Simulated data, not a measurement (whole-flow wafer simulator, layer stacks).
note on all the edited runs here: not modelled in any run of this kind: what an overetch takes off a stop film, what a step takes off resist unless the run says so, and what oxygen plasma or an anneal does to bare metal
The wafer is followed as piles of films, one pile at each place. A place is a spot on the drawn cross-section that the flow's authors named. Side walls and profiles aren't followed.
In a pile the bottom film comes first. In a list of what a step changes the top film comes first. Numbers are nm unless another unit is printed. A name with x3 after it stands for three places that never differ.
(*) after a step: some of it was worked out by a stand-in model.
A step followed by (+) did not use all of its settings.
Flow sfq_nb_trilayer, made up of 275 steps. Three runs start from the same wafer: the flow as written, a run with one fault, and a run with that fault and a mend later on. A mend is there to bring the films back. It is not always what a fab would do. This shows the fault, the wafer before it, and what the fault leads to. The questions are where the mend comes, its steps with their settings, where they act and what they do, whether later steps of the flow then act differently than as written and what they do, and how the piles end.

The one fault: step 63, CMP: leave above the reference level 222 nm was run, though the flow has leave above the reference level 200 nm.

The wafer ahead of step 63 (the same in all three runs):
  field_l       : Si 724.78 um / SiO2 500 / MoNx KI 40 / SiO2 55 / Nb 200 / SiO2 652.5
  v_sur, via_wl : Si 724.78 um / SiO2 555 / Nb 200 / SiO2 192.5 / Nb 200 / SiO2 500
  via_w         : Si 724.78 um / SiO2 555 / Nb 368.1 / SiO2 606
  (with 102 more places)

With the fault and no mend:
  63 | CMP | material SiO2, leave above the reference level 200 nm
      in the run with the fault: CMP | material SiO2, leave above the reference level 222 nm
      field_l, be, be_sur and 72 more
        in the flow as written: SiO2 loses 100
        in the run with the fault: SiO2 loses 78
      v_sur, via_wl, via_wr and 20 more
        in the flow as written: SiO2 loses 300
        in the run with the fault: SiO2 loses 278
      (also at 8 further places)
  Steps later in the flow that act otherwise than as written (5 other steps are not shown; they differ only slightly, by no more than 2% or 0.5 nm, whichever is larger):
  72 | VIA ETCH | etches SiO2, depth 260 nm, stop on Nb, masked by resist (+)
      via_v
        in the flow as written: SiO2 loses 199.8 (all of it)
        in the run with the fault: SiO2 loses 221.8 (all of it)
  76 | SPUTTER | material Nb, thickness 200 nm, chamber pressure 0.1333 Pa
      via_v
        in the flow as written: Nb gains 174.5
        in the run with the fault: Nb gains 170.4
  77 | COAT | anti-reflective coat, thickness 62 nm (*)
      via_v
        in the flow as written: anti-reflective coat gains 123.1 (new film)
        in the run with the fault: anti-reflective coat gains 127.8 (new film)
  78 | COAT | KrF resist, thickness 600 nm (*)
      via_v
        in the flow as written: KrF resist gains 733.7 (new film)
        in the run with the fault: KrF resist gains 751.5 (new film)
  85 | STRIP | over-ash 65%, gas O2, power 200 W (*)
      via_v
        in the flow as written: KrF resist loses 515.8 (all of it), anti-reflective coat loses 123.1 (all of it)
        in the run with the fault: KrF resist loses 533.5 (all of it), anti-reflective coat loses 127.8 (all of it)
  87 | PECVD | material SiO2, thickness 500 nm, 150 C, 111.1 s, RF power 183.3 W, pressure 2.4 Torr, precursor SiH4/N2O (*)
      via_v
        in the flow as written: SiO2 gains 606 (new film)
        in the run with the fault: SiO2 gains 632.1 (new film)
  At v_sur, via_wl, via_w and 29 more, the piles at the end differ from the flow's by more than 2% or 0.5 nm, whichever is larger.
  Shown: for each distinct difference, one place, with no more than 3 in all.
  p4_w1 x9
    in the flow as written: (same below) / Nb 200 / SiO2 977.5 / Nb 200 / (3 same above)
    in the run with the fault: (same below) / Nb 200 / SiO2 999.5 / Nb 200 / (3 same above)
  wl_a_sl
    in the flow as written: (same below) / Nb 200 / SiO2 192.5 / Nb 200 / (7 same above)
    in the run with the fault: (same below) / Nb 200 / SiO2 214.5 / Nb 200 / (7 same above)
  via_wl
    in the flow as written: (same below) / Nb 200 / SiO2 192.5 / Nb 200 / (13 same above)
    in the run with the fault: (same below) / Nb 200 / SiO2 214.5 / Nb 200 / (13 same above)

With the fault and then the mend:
  The mend stands after step 70.
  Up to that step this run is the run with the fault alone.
  70a | STRIP | over-ash 65%, gas O2, power 200 W (*)
      field_l, v_sur, via_wl and 102 more
        KrF resist loses 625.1 (all of it), anti-reflective coat loses 62 (all of it)
      via_v
        anti-reflective coat loses 62 (all of it)
  70b | CMP | material SiO2, leave above the reference level 200 nm (the flow's step 63, run once more)
      field_l, v_sur, via_wl and 103 more
        SiO2 loses 22
  70c | COAT | anti-reflective coat, thickness 62 nm (the flow's step 65, run once more)
      field_l, v_sur, via_wl and 103 more
        anti-reflective coat gains 62 (new film)
  70d | COAT | KrF resist, thickness 650 nm (the flow's step 66, run once more)
      field_l, v_sur, via_wl and 103 more
        KrF resist gains 650 (new film)
  70e | SOFTBAKE | KrF resist (the flow's step 67, run once more)
      does not change any film at any place that is followed
  70f | EXPOSE | photomask I1, dose 11.91 mJ/cm2, NA 0.6, wavelength 248 nm (*) (the flow's step 68, run once more)
      does not change any film at any place that is followed
  70g | PEB | KrF resist, 90 s (the flow's step 69, run once more)
      field_l, v_sur, via_wl and 103 more
        KrF resist loses 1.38
  70h | DEVELOP | KrF resist, thickness 650 nm, 60 s (the flow's step 70, run once more)
      field_l, v_sur, via_wl and 102 more
        KrF resist loses 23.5
      via_v
        KrF resist loses 648.6 (all of it)
  None of the later steps of the flow acts differently than as written at any place that is followed.
  At every place that both follow, the piles at the end match the flow's.
